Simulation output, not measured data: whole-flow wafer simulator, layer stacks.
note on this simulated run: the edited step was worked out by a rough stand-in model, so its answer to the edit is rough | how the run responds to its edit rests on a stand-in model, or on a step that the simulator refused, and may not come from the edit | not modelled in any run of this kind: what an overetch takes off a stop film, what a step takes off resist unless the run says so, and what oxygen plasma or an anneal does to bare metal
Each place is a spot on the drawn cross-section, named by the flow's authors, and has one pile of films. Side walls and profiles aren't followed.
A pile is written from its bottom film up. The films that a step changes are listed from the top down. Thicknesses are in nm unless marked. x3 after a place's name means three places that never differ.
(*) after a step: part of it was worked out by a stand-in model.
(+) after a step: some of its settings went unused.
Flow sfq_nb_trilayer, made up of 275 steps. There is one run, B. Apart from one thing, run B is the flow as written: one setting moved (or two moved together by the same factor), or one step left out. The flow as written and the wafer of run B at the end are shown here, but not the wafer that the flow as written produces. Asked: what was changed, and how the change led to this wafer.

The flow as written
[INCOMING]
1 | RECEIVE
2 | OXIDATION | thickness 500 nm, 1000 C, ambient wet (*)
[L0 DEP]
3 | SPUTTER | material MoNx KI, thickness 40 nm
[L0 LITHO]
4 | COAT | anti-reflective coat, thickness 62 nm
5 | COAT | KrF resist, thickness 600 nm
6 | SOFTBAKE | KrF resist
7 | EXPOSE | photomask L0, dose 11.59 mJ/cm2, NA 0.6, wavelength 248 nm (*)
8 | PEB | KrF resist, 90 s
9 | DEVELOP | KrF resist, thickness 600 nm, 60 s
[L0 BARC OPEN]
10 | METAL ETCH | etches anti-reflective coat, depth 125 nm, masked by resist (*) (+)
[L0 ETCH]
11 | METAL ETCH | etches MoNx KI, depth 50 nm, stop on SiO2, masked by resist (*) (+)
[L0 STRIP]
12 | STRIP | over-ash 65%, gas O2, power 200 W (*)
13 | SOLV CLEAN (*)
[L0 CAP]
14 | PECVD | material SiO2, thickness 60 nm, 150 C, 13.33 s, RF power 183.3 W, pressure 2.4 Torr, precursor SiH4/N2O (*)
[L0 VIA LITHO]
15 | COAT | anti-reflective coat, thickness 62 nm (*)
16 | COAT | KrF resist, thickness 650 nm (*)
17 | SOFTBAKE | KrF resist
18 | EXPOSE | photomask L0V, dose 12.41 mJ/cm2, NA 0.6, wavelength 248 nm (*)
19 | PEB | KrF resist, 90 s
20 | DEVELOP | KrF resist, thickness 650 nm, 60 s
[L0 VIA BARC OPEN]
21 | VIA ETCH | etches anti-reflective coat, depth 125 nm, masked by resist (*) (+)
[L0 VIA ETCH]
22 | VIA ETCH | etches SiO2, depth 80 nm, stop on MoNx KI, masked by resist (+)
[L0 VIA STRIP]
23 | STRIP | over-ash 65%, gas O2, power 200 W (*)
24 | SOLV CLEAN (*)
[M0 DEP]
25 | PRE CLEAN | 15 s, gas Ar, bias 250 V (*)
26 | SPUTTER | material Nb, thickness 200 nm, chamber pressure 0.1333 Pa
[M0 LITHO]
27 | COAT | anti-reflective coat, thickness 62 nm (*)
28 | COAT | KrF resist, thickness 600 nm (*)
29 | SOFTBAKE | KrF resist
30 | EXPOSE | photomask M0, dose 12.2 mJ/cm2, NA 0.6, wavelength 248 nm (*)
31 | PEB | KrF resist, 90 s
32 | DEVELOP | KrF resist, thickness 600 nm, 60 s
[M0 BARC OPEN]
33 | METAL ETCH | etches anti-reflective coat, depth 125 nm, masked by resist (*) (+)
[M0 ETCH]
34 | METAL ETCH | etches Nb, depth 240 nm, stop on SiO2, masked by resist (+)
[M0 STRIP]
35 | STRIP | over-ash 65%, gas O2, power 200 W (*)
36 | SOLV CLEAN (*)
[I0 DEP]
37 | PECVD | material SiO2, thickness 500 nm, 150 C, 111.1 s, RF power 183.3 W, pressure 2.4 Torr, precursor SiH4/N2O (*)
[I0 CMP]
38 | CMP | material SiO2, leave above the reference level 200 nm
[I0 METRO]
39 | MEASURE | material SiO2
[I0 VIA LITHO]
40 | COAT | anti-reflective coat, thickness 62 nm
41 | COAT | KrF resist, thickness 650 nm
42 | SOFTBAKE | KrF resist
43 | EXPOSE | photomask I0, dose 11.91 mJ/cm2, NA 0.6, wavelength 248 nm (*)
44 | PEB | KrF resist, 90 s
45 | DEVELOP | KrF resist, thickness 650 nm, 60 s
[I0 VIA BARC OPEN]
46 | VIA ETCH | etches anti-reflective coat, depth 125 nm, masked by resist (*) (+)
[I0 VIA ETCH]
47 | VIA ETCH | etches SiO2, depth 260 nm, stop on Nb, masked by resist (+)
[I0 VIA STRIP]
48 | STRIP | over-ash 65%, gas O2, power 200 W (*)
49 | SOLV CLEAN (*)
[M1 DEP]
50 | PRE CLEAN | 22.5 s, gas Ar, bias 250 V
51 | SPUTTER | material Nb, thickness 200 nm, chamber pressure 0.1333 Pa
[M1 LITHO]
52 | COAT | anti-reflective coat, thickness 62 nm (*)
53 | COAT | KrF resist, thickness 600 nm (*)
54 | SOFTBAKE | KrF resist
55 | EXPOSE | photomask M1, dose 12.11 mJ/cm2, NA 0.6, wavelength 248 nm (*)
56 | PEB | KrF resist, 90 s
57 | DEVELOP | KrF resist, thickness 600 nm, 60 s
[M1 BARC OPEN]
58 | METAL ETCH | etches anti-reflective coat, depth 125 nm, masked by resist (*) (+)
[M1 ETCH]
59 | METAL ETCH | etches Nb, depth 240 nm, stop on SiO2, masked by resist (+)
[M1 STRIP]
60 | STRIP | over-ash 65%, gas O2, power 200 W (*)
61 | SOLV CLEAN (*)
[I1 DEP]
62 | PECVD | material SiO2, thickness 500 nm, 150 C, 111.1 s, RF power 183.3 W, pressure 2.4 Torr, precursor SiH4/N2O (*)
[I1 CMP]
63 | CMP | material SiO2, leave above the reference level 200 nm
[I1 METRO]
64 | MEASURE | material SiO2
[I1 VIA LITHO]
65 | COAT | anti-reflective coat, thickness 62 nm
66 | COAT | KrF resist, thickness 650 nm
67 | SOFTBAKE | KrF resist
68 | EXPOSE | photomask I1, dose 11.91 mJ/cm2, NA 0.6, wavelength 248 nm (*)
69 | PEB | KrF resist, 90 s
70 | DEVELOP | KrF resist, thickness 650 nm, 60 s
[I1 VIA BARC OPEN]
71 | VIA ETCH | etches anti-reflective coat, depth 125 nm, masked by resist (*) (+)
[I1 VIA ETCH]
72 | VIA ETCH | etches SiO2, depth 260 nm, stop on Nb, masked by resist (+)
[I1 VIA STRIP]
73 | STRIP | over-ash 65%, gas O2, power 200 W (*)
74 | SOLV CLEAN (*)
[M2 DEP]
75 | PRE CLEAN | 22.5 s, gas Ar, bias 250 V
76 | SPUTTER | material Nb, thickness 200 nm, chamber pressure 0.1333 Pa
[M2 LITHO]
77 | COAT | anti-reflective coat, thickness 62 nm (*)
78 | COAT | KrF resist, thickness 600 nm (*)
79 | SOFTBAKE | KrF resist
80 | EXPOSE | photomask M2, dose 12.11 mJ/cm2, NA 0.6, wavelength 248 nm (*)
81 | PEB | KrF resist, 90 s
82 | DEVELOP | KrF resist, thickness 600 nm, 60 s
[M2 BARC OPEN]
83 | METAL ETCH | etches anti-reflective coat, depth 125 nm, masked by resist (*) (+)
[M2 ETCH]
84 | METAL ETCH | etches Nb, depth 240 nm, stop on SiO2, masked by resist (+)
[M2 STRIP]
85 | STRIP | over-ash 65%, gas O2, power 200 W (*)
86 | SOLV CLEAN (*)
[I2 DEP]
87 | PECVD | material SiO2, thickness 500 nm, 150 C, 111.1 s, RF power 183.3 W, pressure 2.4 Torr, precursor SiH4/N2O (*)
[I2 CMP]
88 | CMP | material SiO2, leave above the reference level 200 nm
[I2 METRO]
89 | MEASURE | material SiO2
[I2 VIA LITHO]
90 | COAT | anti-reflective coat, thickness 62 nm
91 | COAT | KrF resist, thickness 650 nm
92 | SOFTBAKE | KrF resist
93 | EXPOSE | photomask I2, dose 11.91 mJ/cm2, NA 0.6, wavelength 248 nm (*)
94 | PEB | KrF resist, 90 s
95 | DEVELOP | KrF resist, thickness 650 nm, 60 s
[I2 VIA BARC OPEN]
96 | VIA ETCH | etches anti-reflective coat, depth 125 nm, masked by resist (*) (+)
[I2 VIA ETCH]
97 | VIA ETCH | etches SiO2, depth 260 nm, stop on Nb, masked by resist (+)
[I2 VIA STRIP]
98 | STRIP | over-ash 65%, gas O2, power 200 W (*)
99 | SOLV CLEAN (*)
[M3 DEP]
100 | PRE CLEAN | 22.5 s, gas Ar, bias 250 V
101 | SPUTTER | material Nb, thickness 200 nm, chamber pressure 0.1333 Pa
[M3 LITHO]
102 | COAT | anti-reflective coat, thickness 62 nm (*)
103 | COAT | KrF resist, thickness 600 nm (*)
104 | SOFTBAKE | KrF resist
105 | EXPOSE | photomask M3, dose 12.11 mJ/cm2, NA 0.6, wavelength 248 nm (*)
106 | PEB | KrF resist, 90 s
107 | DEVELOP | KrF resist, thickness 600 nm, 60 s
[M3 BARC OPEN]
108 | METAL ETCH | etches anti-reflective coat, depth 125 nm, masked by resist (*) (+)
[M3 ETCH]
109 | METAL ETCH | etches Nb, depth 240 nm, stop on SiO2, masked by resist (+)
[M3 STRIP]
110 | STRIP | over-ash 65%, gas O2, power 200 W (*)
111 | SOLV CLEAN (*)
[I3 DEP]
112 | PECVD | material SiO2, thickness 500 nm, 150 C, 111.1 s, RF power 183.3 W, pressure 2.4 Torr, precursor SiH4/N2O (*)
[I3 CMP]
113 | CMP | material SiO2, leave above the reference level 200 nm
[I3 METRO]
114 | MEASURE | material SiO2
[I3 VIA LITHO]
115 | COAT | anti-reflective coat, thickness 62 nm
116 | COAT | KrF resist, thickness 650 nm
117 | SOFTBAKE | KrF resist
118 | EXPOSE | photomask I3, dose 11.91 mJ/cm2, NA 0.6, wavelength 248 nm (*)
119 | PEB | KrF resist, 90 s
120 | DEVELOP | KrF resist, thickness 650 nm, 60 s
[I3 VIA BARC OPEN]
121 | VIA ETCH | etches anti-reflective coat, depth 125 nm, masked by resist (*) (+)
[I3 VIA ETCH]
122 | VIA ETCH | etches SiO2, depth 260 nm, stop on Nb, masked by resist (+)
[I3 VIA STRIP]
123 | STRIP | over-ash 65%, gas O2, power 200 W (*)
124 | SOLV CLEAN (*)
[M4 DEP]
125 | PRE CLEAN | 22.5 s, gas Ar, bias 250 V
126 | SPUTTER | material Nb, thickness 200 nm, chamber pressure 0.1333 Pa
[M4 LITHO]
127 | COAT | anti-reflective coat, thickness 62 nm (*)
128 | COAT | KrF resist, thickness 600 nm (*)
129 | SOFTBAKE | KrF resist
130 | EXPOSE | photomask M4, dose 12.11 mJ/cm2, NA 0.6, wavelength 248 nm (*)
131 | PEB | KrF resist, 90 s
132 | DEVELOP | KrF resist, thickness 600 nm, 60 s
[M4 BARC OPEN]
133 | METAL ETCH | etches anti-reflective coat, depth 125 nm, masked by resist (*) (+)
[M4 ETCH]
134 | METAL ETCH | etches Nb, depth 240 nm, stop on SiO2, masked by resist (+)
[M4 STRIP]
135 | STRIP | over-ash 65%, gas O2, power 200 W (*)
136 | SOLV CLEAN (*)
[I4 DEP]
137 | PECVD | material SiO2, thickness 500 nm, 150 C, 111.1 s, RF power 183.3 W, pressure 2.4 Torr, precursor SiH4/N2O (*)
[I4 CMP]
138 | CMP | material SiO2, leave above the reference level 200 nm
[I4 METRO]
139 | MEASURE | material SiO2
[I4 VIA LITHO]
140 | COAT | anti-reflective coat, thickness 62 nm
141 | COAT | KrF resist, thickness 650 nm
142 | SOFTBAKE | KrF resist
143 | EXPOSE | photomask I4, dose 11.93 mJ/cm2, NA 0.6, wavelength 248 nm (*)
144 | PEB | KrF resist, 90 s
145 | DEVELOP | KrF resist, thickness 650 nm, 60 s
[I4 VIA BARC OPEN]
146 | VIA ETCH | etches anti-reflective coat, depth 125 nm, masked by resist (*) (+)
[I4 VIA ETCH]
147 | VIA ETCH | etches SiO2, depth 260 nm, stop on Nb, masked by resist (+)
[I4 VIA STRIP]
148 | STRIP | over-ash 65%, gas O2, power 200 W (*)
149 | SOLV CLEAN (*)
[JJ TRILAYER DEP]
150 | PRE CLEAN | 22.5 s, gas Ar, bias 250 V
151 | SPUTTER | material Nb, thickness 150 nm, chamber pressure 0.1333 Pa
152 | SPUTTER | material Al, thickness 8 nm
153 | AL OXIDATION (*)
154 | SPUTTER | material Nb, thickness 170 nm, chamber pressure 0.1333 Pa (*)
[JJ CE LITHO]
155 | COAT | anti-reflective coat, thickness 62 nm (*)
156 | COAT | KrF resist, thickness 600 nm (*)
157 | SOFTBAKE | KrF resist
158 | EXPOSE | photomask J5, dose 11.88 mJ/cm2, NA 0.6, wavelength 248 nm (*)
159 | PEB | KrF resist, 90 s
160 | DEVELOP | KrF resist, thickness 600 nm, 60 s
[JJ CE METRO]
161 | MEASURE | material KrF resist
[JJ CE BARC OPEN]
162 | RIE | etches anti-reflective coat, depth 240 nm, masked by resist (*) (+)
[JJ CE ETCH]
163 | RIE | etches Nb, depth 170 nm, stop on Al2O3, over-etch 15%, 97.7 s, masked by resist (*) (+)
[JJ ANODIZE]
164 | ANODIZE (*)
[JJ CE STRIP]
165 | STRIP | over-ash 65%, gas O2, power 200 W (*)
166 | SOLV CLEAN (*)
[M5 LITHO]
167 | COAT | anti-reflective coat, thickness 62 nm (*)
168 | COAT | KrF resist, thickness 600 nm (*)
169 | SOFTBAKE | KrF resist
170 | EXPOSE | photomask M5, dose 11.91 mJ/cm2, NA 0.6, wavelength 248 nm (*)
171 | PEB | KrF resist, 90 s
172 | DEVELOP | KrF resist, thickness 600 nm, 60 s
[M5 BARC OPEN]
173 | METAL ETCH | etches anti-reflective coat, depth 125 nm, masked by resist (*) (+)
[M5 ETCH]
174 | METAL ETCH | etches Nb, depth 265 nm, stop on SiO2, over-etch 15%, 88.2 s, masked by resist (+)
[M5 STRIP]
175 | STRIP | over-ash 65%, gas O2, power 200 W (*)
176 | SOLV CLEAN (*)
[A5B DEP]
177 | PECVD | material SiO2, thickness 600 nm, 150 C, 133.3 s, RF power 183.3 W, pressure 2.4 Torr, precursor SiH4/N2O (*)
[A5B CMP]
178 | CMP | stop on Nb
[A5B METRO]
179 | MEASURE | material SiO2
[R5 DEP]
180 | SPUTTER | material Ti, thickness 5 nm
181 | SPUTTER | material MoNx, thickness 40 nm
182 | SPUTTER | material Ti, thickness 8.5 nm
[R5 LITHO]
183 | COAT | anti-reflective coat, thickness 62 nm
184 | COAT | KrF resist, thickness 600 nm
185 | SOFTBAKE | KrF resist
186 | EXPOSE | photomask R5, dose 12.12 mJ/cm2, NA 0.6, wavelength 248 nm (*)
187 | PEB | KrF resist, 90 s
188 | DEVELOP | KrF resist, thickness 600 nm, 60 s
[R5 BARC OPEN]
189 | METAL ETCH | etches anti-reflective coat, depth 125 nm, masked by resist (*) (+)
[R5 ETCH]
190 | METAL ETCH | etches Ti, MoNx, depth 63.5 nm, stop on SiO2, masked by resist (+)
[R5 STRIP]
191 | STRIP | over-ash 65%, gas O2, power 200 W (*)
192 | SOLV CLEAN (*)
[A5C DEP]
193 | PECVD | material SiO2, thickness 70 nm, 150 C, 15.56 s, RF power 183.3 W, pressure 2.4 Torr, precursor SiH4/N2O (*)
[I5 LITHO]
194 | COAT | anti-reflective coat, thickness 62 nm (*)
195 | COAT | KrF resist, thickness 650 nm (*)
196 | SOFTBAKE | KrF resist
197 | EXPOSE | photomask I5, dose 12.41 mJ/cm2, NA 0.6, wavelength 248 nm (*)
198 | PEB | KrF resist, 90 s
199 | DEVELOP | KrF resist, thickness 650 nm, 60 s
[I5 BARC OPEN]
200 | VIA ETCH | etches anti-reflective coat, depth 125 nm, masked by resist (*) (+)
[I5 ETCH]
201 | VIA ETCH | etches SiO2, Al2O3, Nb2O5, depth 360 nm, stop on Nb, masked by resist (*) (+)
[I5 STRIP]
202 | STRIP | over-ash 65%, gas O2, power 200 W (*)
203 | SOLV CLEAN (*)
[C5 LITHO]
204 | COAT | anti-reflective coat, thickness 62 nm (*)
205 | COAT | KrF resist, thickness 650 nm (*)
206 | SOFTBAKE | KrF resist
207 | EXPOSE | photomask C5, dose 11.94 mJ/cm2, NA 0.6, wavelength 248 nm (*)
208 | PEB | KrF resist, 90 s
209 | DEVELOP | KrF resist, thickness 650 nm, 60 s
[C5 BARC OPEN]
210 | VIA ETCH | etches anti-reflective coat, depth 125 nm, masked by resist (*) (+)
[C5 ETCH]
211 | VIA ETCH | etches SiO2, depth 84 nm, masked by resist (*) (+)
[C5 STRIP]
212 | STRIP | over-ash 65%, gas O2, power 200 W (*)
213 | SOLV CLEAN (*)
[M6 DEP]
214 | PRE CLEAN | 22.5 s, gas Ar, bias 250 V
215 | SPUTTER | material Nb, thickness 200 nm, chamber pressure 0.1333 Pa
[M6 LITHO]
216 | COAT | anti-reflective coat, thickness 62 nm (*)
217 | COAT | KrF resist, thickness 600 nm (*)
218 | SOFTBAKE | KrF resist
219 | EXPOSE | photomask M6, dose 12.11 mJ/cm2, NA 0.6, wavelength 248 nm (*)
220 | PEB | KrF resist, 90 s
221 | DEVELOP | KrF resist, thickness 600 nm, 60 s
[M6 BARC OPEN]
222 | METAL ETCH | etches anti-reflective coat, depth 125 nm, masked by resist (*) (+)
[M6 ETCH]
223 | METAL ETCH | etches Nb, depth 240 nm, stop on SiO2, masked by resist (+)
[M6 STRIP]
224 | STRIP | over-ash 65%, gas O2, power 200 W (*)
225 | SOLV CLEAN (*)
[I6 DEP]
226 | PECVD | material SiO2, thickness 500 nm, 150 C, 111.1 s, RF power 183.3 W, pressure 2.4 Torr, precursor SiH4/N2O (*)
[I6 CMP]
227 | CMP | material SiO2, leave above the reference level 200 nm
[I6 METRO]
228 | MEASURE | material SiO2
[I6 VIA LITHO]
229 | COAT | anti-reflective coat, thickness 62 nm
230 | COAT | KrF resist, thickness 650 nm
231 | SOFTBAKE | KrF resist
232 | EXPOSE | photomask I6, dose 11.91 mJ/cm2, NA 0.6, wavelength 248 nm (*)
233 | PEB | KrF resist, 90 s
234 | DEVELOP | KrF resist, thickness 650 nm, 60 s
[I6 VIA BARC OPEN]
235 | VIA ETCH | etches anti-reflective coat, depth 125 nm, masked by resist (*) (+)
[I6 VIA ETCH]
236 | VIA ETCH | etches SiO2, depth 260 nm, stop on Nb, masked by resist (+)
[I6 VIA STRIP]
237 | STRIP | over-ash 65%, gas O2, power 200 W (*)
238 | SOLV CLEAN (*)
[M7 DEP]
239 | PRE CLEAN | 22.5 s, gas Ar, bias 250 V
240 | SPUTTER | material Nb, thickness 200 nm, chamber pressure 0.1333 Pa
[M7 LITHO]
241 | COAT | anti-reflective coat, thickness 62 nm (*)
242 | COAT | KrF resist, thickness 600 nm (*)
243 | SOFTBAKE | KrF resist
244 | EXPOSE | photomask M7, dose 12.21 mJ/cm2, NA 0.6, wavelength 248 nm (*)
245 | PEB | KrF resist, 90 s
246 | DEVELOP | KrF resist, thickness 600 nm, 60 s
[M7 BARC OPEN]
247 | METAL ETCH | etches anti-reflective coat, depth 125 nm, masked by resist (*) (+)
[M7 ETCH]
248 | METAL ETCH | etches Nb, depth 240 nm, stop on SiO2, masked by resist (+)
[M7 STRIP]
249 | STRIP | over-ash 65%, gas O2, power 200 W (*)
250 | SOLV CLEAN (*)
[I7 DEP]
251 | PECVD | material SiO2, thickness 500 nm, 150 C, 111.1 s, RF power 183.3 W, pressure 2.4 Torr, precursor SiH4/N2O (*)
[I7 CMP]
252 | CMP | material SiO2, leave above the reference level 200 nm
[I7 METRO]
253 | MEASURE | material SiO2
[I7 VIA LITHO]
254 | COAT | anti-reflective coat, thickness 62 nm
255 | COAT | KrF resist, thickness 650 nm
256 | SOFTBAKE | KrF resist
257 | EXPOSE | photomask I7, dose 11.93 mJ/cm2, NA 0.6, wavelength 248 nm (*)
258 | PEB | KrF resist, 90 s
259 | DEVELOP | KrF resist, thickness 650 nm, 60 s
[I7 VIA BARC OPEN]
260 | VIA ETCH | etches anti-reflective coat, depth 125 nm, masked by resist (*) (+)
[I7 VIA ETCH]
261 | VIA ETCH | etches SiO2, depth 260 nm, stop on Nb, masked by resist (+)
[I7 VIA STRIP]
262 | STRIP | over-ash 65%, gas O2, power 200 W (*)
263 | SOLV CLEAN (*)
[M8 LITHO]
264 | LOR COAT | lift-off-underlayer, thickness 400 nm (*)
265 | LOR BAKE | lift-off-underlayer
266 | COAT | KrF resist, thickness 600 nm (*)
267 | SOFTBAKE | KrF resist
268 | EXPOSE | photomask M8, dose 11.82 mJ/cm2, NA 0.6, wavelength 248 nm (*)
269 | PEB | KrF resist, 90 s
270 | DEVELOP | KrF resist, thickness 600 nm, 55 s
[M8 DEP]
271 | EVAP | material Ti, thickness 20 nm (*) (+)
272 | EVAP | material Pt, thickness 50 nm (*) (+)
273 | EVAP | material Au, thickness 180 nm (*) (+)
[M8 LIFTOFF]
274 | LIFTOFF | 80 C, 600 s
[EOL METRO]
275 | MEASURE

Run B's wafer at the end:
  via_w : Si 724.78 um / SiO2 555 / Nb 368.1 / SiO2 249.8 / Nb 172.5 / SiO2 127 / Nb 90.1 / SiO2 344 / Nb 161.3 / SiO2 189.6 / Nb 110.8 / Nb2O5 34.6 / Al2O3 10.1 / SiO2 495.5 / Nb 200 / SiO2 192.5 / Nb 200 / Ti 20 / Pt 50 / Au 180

The reason: step 62, PECVD: thickness 300 nm was run, though the flow has thickness 500 nm; step 62, PECVD: 66.67 s was run, where the flow has 111.1 s.

The path from the change to this, step by step:
  62 | PECVD | material SiO2, thickness 500 nm, 150 C, 111.1 s, RF power 183.3 W, pressure 2.4 Torr, precursor SiH4/N2O (*)
      field_l, be, be_sur and 72 more: +300 SiO2 (it would be, as written: +500 SiO2)
      v_sur, via_wl, via_wr and 20 more: +300 SiO2 (new film) (it would be, as written: +500 SiO2 (new film))
      (as well as at 8 more places)
  63 | CMP | material SiO2, leave above the reference level 200 nm
      field_l, be, be_sur and 72 more: nothing (it would be, as written: -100 SiO2)
      lsp_m, ln_m6, lsp_r, l0_sur, l0v: nothing (it would be, as written: -94.9 SiO2)
      (as well as at 26 more places)
  65 | COAT | anti-reflective coat, thickness 62 nm
      ce_l, m0r_line_l, m0r_line_r, m6r_line_l x2, m7r_line_l x2: +63.5 anti-reflective coat (new film) (it would be, as written: +62 anti-reflective coat (new film))
      ce_r, sp_r, r_end, moat, lsp_r, p3_s2, p3_s5: +63.3 anti-reflective coat (new film) (it would be, as written: +62 anti-reflective coat (new film))
      (as well as at 71 more places)
  66 | COAT | KrF resist, thickness 650 nm
      m0r_line_l, m0r_line_r, r5r_line_r, m6r_line_l x2, m7r_line_l x2: +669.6 KrF resist (new film) (it would be, as written: +650 KrF resist (new film))
      m5r_linepad_l, m5r_linepad_r: +627.6 KrF resist (new film) (it would be, as written: +650 KrF resist (new film))
      (as well as at 31 more places)
  70 | DEVELOP | KrF resist, thickness 650 nm, 60 s
      via_v: -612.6 KrF resist (all of it) (it would be, as written: -648.6 KrF resist (all of it))
  71 | VIA ETCH | etches anti-reflective coat, depth 125 nm, masked by resist (*) (+)
      field_l, v_sur, via_wl and 102 more: -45 KrF resist (it would be, as written: -51.7 KrF resist)
      via_v: -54 anti-reflective coat (all of it), -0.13 SiO2 (it would be, as written: -62 anti-reflective coat (all of it), -0.16 SiO2)
  73 | STRIP | over-ash 65%, gas O2, power 200 W (*)
      m0r_line_l, m0r_line_r, m6r_line_l x2, m7r_line_l x2: -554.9 KrF resist (all of it), -63.5 anti-reflective coat (all of it) (it would be, as written: -528.6 KrF resist (all of it), -62 anti-reflective coat (all of it))
      m0r_space_l, m0r_space_r, m6r_space_l x2, m7r_space_l x2: -547.1 KrF resist (all of it), -75.6 anti-reflective coat (all of it) (it would be, as written: -528.6 KrF resist (all of it), -62 anti-reflective coat (all of it))
      (as well as at 82 more places)
  76 | SPUTTER | material Nb, thickness 200 nm, chamber pressure 0.1333 Pa
      be, lsp_l: +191 Nb (new film) (it would be, as written: +200 Nb (new film))
      via_w: +172.5 Nb (new film) (it would be, as written: +200 Nb (new film))
  77 | COAT | anti-reflective coat, thickness 62 nm (*)
      l0r_line_r, m0r_line_l, m0r_line_r, m6r_line_l x2, m7r_line_l x2: +63.6 anti-reflective coat (new film) (it would be, as written: +62 anti-reflective coat (new film))
      m0r_space_l, m0r_space_r, m6r_space_l x2, m7r_space_l x2: +73.2 anti-reflective coat (new film) (it would be, as written: +62 anti-reflective coat (new film))
      (as well as at 65 more places)
  78 | COAT | KrF resist, thickness 600 nm (*)
      m0r_line_l, m0r_line_r, m6r_line_l x2, m7r_line_l x2: +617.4 KrF resist (new film) (it would be, as written: +600 KrF resist (new film))
      m0r_space_l, m0r_space_r, m6r_space_l x2, m7r_space_l x2: +612.3 KrF resist (new film) (it would be, as written: +600 KrF resist (new film))
      (as well as at 35 more places)
  82 | DEVELOP | KrF resist, thickness 600 nm, 60 s
      m0r_line_l, m0r_line_r, m6r_line_l x2, m7r_line_l x2: -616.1 KrF resist (all of it) (it would be, as written: -598.7 KrF resist (all of it))
      m0r_space_l, m0r_space_r, m6r_space_l x2, m7r_space_l x2: -611.1 KrF resist (all of it) (it would be, as written: -598.7 KrF resist (all of it))
      (as well as at 20 more places)
  83 | METAL ETCH | etches anti-reflective coat, depth 125 nm, masked by resist (*) (+)
      v_sur, via_wl, via_w and 19 more: -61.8 KrF resist (it would be, as written: -51.7 KrF resist)
      l0r_line_r, m0r_line_l, m0r_line_r, m6r_line_l x2, m7r_line_l x2: -63.6 anti-reflective coat (all of it) (it would be, as written: -62 anti-reflective coat (all of it))
      (as well as at 49 more places)
  84 | METAL ETCH | etches Nb, depth 240 nm, stop on SiO2, masked by resist (+)
      be, lsp_l: -191 Nb (all of it) (it would be, as written: -200 Nb (all of it))
  85 | STRIP | over-ash 65%, gas O2, power 200 W (*)
      v_sur: -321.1 KrF resist (all of it), -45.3 anti-reflective coat (all of it) (it would be, as written: -380 KrF resist (all of it), -61.4 anti-reflective coat (all of it))
      via_wl: -326.7 KrF resist (all of it), -41 anti-reflective coat (all of it) (it would be, as written: -379.5 KrF resist (all of it), -61.3 anti-reflective coat (all of it))
      (as well as at 20 more places)
  87 | PECVD | material SiO2, thickness 500 nm, 150 C, 111.1 s, RF power 183.3 W, pressure 2.4 Torr, precursor SiH4/N2O (*)
      via_w: +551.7 SiO2 (new film) (it would be, as written: +500 SiO2 (new film))
  88 | CMP | material SiO2, leave above the reference level 200 nm
      field_l, be, be_sur and 79 more: nothing (it would be, as written: -100 SiO2)
      via_w: -157.1 SiO2 (it would be, as written: -300 SiO2)
  ... another 33 steps ...
  178 | CMP | stop on Nb
      via_w: -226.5 SiO2 (it would be, as written: -235.2 SiO2)
With metal films that touch counted as one body, via_w has 7 bodies (between them, from the top down: SiO2 192.5; SiO2 495.5 / Al2O3 10.1 / Nb2O5 34.6; SiO2 189.6; SiO2 344; SiO2 127; SiO2 249.8); the flow as written gives 5 bodies (between them, from the top down: SiO2 192.5; SiO2 427.3 / Al2O3 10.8 / Nb2O5 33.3; SiO2 425.9; SiO2 416.9).
